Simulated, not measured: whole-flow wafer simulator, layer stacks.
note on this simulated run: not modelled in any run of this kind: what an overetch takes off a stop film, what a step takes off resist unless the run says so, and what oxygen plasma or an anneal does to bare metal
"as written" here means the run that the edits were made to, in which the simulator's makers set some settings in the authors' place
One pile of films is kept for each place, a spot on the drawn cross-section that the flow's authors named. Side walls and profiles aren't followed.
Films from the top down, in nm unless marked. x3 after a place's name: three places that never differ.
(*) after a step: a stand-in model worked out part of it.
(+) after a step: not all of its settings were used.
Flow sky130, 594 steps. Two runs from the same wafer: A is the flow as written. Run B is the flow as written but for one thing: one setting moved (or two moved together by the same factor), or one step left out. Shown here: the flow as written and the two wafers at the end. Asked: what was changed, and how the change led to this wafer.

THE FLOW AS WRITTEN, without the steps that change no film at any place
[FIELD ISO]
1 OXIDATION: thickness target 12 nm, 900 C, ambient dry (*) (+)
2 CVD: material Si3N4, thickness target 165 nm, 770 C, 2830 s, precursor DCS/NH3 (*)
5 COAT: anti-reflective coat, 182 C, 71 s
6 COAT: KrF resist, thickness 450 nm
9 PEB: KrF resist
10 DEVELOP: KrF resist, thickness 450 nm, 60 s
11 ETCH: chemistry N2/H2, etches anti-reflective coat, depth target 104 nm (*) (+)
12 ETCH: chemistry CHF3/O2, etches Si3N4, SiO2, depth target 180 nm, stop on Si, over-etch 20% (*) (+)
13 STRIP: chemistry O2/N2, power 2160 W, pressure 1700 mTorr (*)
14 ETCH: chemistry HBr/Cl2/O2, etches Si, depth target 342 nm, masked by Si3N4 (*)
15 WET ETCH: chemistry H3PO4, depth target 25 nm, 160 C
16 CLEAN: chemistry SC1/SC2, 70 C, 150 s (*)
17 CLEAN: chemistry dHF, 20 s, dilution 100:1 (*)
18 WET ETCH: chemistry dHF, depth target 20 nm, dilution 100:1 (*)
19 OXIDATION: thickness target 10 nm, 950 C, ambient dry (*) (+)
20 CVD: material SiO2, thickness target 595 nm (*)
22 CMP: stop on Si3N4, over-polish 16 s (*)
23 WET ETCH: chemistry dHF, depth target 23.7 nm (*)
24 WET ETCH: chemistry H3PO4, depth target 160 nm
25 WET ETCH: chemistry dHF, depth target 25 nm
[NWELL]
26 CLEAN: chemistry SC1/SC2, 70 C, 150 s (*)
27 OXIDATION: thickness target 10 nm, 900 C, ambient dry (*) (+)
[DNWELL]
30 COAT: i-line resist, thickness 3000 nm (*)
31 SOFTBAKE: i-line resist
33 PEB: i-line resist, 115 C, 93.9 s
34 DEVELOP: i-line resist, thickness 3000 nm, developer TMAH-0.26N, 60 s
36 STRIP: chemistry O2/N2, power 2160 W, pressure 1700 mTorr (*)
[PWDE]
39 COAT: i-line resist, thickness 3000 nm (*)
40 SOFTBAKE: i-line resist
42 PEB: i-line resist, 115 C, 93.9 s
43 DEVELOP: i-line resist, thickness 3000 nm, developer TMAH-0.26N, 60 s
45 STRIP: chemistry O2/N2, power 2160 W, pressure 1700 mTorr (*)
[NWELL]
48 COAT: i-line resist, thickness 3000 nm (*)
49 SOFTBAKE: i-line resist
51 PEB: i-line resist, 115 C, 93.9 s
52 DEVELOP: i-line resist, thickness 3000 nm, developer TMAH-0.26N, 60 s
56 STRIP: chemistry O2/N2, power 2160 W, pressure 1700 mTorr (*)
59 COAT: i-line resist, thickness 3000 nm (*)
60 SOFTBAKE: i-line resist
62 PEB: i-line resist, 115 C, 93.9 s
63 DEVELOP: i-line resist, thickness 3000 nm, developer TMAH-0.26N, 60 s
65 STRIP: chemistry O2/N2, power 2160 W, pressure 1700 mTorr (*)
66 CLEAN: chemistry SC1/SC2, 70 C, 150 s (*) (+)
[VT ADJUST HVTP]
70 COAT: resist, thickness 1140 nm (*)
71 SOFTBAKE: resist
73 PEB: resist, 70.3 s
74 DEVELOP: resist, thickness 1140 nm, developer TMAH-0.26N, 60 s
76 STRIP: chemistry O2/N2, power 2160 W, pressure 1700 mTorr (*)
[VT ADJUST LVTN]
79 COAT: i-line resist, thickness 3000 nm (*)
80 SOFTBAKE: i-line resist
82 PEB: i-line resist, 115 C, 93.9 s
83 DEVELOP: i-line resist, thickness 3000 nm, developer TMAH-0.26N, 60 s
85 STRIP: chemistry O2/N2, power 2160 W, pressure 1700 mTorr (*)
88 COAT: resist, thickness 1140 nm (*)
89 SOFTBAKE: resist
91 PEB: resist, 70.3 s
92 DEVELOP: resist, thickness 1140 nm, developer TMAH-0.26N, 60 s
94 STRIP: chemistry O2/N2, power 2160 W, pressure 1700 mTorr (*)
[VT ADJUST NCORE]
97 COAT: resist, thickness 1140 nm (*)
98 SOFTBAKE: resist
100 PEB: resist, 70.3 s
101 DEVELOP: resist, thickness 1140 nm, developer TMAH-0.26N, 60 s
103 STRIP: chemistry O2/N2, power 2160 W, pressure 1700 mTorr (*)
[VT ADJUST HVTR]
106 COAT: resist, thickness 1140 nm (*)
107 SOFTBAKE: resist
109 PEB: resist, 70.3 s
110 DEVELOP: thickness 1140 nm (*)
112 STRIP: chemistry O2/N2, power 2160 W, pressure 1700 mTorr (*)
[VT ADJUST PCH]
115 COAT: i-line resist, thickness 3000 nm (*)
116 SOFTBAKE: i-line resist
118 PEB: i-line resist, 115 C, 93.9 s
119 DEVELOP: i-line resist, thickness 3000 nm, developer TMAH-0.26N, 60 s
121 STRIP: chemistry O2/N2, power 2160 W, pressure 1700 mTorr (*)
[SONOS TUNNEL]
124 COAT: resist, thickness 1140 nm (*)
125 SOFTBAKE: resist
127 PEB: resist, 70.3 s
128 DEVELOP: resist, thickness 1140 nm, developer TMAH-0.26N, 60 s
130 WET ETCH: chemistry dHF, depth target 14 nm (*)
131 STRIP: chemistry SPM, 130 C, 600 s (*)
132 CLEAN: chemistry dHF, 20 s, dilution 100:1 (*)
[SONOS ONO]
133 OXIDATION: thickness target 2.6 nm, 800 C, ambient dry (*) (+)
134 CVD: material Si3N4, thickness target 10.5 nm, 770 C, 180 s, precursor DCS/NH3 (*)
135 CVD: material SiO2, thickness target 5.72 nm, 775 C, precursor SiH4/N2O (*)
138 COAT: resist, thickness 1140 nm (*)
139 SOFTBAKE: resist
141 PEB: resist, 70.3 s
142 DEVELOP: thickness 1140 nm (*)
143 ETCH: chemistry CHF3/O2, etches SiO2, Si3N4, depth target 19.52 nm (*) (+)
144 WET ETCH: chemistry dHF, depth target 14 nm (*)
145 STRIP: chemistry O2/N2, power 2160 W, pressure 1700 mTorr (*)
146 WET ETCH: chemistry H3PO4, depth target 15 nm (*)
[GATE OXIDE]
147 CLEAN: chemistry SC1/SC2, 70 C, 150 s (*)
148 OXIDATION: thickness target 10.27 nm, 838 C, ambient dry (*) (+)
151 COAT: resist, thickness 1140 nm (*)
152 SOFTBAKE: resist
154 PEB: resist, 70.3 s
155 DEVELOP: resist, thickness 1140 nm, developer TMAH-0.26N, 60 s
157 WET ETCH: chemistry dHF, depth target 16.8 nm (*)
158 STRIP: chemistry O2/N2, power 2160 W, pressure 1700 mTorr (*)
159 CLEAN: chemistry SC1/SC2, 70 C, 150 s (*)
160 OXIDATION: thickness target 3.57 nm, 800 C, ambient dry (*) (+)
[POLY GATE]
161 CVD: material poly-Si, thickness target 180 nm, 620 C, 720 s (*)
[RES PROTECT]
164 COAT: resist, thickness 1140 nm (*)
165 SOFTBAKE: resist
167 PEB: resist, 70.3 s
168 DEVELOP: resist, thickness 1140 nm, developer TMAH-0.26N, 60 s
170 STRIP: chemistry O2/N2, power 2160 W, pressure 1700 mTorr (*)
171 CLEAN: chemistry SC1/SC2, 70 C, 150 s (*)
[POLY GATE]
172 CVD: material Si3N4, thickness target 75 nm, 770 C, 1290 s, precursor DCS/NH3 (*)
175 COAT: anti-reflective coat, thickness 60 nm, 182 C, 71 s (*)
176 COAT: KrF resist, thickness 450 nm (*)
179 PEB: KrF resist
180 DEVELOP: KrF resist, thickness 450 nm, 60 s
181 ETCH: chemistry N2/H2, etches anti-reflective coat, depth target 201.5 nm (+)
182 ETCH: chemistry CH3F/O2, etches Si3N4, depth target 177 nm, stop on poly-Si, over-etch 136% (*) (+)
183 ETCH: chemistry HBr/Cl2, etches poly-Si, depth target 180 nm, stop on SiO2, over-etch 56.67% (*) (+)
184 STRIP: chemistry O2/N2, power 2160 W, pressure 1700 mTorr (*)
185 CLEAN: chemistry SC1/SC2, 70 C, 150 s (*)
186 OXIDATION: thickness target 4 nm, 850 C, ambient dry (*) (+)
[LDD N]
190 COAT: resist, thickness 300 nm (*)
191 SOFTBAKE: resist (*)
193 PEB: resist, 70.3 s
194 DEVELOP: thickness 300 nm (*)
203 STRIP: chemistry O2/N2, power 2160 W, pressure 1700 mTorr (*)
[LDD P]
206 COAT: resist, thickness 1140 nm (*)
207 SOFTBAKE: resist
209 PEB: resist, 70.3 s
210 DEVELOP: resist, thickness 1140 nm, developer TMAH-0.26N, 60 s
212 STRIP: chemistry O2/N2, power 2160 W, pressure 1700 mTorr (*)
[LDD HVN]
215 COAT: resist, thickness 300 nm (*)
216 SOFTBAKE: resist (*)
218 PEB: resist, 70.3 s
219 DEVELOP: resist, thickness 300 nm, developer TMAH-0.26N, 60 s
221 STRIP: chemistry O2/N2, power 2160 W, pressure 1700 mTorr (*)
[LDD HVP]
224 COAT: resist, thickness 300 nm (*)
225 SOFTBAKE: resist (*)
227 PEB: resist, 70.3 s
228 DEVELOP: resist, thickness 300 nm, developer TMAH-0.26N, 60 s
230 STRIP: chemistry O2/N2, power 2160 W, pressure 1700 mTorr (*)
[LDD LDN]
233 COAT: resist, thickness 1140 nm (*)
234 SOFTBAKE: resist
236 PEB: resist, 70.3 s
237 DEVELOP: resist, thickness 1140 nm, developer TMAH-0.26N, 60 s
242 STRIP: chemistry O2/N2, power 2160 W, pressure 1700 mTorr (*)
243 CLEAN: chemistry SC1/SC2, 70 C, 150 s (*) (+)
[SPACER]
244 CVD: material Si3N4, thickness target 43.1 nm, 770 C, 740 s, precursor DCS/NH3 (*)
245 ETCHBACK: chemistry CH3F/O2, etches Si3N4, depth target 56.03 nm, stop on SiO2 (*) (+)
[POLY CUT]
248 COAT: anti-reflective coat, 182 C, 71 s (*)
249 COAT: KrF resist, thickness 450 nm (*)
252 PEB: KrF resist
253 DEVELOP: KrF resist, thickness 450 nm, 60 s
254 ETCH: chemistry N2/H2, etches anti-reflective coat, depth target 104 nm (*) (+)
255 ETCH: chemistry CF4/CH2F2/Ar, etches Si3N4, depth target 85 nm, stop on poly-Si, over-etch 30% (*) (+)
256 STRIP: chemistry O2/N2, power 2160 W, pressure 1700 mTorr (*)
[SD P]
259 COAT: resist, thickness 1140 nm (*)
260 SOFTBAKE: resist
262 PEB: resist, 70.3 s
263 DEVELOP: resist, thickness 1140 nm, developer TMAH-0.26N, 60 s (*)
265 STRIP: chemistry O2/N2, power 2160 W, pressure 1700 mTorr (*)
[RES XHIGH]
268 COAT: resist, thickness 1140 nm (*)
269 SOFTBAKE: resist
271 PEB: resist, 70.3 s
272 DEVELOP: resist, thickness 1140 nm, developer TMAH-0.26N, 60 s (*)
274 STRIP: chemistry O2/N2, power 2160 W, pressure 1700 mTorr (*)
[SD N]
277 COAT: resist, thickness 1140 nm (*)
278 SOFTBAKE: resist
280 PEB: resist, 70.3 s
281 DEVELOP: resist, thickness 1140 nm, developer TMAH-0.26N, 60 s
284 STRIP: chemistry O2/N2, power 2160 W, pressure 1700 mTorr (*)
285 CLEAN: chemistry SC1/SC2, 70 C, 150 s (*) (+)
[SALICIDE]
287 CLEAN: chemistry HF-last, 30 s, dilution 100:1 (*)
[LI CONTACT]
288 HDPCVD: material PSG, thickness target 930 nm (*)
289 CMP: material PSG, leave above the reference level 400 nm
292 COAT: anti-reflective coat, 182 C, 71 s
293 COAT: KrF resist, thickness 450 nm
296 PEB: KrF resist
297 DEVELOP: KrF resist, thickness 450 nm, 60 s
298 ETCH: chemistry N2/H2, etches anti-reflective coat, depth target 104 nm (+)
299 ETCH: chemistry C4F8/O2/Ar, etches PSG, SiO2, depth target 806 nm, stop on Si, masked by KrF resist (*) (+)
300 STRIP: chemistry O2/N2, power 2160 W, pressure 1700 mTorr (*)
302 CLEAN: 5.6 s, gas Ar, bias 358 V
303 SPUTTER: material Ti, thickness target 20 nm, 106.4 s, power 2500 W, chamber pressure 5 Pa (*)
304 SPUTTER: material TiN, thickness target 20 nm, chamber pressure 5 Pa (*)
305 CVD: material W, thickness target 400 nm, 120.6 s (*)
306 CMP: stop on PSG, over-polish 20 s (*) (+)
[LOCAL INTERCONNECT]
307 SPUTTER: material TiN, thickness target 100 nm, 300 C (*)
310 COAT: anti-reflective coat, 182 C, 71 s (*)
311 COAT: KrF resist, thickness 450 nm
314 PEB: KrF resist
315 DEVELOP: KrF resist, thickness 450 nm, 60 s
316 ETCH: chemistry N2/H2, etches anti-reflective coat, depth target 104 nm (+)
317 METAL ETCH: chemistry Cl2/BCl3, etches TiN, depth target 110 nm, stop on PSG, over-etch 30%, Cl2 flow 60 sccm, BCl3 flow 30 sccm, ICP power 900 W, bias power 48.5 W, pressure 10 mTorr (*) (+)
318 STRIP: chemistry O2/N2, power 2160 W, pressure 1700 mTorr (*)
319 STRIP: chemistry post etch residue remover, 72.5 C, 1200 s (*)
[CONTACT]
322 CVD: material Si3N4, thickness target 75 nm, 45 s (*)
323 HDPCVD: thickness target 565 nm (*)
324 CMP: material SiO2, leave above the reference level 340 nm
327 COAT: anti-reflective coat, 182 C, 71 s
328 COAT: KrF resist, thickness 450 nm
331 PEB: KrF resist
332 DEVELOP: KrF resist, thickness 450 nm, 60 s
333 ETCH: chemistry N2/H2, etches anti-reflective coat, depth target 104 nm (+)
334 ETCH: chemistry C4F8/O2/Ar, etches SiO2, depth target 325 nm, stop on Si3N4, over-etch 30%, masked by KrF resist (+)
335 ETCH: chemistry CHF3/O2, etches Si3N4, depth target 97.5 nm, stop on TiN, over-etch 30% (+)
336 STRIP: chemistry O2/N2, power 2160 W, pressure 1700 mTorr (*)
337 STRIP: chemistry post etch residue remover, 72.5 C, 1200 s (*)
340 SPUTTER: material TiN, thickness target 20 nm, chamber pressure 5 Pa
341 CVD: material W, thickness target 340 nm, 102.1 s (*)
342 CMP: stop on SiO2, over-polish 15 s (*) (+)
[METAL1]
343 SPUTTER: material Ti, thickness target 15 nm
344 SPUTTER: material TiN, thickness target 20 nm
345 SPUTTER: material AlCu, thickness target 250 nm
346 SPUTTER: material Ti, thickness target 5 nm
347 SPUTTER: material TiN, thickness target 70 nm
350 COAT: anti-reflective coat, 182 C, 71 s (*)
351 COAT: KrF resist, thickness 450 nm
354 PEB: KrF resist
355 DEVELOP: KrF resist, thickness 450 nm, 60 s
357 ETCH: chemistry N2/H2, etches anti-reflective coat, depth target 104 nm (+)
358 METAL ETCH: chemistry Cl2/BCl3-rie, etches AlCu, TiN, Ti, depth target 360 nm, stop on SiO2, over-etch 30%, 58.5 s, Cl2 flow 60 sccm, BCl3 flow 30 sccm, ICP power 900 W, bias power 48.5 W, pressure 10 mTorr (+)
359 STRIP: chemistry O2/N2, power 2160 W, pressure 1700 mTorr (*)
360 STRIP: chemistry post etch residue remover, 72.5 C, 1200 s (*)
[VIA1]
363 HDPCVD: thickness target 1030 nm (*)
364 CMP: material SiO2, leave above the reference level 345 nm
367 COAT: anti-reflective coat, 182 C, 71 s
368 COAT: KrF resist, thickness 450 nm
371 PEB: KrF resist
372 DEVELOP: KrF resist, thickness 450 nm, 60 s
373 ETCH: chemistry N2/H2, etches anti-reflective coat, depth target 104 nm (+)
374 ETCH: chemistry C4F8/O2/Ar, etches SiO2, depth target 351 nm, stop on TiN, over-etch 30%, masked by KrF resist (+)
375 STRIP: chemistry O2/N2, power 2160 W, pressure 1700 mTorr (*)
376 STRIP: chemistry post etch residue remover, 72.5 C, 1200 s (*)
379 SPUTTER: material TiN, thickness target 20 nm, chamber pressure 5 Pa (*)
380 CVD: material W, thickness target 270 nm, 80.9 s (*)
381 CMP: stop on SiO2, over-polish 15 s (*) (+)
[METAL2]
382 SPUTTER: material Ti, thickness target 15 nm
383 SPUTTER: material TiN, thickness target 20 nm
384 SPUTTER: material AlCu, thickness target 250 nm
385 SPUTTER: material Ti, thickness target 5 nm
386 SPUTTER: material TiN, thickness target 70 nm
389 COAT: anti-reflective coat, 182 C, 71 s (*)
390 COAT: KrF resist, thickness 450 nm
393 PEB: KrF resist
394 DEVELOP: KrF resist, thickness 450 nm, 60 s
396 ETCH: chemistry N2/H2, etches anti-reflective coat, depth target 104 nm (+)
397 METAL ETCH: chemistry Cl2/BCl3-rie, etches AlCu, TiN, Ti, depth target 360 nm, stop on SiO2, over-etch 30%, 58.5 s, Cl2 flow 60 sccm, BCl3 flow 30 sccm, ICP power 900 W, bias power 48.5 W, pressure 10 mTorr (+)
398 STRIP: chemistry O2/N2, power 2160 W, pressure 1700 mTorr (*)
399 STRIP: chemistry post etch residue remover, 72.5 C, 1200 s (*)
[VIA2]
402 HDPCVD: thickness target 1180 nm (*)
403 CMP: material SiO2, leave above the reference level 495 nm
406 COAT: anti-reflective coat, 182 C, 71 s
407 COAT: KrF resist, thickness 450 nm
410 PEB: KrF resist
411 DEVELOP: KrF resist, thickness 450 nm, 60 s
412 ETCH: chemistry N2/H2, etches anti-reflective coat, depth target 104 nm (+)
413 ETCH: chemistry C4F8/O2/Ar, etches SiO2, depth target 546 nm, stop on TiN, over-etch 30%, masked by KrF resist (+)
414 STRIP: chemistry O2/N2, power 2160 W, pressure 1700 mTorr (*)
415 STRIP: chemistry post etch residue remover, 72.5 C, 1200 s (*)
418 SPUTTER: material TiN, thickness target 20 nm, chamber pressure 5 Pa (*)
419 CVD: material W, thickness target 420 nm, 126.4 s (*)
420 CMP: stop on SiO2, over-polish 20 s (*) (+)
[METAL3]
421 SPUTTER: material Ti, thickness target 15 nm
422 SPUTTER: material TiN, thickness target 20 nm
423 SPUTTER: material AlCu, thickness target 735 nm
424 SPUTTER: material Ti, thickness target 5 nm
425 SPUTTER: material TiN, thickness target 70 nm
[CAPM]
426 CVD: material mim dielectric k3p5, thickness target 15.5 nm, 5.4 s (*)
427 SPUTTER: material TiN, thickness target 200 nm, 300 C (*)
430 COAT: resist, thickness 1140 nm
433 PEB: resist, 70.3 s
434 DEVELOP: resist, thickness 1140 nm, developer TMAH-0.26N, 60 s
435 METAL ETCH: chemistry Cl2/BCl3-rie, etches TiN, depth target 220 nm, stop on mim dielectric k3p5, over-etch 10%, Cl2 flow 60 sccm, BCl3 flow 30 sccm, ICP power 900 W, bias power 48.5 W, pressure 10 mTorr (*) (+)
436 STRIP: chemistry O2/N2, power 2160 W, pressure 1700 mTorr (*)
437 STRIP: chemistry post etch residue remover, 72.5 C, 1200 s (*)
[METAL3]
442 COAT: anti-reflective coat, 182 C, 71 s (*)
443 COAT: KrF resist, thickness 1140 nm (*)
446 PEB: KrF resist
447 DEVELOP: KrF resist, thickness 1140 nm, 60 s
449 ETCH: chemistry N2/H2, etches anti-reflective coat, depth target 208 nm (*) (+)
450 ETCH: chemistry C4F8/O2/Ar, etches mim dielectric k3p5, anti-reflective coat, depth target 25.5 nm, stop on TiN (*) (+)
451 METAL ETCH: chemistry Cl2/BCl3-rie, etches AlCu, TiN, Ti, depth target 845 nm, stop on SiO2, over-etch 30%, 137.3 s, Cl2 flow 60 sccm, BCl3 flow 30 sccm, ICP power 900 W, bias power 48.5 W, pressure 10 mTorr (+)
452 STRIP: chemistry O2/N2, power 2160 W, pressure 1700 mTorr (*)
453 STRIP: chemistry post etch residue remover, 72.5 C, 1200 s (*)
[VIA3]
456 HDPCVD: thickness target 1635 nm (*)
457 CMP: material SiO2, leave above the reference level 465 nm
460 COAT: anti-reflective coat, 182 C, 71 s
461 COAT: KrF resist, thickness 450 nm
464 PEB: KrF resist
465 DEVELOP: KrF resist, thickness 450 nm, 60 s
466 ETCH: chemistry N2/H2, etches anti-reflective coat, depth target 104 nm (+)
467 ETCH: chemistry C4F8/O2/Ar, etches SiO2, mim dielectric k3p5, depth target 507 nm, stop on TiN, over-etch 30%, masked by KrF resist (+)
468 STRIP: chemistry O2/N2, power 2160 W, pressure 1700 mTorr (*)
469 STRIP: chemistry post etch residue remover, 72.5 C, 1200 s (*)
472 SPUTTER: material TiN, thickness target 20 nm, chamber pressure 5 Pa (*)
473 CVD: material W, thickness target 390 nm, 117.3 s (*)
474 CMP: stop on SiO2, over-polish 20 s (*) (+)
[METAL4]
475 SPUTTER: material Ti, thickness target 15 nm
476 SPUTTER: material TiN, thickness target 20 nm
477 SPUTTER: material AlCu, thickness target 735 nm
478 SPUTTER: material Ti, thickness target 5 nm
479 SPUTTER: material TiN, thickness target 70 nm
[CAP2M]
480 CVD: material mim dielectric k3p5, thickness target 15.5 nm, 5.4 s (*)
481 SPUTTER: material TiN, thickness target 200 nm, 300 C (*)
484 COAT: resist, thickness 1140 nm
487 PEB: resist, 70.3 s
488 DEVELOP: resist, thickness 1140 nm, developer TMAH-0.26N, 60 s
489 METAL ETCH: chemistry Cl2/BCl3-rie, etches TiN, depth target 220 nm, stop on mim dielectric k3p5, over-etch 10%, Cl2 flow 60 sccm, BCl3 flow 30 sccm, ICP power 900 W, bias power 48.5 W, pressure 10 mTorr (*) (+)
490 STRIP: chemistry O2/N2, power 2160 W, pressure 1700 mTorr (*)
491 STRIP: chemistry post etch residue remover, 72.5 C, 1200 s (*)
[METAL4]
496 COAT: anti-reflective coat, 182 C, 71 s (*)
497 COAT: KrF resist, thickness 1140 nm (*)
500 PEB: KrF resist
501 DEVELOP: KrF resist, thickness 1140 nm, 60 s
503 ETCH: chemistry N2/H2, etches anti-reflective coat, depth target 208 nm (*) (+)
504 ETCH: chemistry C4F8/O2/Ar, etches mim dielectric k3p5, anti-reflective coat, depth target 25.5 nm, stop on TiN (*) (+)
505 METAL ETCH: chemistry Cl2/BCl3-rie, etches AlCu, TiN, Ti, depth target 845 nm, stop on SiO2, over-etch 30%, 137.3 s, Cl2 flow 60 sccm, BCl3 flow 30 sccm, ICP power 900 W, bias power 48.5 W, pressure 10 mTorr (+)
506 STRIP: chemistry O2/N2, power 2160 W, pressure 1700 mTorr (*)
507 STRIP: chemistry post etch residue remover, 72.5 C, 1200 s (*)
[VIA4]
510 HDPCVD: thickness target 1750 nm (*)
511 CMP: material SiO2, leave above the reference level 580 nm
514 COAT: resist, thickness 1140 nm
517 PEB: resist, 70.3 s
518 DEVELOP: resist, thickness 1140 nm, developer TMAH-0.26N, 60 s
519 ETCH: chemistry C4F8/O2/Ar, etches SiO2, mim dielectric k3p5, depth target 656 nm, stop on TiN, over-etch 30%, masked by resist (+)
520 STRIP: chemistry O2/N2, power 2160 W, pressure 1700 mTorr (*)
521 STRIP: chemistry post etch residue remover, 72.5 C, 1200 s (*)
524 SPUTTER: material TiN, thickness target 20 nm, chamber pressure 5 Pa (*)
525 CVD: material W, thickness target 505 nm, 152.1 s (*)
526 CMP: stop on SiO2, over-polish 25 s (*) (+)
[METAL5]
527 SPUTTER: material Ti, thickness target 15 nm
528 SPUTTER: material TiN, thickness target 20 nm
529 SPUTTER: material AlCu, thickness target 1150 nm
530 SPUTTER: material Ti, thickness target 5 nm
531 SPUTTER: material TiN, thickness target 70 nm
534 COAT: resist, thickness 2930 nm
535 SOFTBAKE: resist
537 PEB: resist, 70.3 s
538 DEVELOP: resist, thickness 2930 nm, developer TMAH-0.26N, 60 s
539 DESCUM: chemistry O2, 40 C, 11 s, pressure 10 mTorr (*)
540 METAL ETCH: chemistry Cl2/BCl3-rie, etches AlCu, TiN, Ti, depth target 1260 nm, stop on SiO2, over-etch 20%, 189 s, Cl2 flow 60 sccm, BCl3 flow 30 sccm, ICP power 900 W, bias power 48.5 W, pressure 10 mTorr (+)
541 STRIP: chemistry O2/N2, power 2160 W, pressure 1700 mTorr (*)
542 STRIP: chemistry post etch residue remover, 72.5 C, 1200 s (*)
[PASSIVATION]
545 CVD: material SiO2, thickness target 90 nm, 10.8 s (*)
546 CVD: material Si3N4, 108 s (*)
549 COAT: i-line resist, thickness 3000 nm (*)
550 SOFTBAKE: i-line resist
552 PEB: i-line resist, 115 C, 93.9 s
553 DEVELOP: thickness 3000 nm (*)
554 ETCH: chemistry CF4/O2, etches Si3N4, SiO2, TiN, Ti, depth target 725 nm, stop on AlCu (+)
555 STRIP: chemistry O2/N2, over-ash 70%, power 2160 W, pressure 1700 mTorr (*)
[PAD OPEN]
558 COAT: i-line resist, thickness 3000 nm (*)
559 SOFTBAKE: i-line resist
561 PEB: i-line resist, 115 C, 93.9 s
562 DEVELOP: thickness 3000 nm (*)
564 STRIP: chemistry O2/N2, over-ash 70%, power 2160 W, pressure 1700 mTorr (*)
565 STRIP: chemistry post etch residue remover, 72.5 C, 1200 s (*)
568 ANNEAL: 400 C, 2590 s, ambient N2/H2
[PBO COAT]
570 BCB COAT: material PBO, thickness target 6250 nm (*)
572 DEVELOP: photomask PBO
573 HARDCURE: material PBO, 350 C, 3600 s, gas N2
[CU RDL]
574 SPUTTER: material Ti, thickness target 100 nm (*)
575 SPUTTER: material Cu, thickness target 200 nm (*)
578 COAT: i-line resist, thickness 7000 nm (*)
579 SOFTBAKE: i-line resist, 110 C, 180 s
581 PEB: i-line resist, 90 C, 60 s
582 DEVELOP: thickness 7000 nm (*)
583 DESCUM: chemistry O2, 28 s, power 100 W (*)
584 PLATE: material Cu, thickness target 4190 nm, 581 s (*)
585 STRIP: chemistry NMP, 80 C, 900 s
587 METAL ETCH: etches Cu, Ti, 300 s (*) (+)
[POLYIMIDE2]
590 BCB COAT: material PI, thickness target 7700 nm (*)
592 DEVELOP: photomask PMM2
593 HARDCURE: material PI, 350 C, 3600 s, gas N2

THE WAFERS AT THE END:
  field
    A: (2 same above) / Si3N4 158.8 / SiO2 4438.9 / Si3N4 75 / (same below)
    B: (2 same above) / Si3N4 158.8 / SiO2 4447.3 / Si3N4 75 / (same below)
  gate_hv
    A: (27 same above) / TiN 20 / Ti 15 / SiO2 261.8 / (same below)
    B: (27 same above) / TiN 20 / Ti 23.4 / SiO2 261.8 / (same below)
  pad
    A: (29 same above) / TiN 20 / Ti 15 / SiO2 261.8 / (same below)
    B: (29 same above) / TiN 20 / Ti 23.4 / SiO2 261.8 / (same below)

The cause: step 343, SPUTTER: thickness target 23.4 nm was run, where the flow has thickness target 15 nm.
It can be read off the wafer: gate_hv has Ti 23.4, and step 343 as written asks for 15 nm.

How the change led to this, step by step:
  343 SPUTTER: material Ti, thickness target 15 nm
      field, active, n_well and 188 more: A Ti +15 (new film) | B Ti +23.4 (new film)
  358 METAL ETCH: chemistry Cl2/BCl3-rie, etches AlCu, TiN, Ti, depth target 360 nm, stop on SiO2, over-etch 30%, 58.5 s, Cl2 flow 60 sccm, BCl3 flow 30 sccm, ICP power 900 W, bias power 48.5 W, pressure 10 mTorr (+)
      field, active, gate and 81 more: A TiN -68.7 (all of it), Ti -5 (all of it), AlCu -250 (all of it), TiN -20 (all of it), Ti -15 (all of it), SiO2 -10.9 | B TiN -68.7 (all of it), Ti -5 (all of it), AlCu -250 (all of it), TiN -20 (all of it), Ti -23.4 (all of it), SiO2 -10.1
